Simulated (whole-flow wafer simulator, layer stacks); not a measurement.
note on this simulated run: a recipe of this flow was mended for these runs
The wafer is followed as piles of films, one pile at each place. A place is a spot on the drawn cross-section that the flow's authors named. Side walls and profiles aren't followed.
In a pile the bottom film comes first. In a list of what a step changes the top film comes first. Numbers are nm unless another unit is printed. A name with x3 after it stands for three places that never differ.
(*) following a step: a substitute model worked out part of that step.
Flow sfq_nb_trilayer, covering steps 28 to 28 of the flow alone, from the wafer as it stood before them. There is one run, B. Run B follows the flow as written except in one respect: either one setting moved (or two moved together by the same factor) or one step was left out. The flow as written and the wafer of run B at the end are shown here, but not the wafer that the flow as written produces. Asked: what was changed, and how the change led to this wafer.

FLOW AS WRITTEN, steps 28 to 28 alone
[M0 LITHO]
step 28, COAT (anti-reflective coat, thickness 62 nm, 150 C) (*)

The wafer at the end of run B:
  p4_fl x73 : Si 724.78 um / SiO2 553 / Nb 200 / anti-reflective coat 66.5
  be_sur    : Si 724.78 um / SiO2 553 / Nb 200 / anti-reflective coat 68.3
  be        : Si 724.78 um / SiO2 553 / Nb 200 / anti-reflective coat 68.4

What caused this: step 28, COAT: thickness 66.5 nm was run, though the flow has thickness 62 nm.
The wafer lets one read it off: p4_fl x73 has anti-reflective coat 66.5, and step 28 as written asks for 62 nm.

How this came from the change, step by step:
  step 28, COAT (anti-reflective coat, thickness 62 nm, 150 C) (*)
      p4_fl x73: anti-reflective coat gains 66.5 (new film) (as written it would have been: anti-reflective coat gains 62 (new film))
      be_sur, gap, jj_sur and 8 more: anti-reflective coat gains 68.3 (new film) (as written it would have been: anti-reflective coat gains 63.7 (new film))
      (and at 22 other places as well)
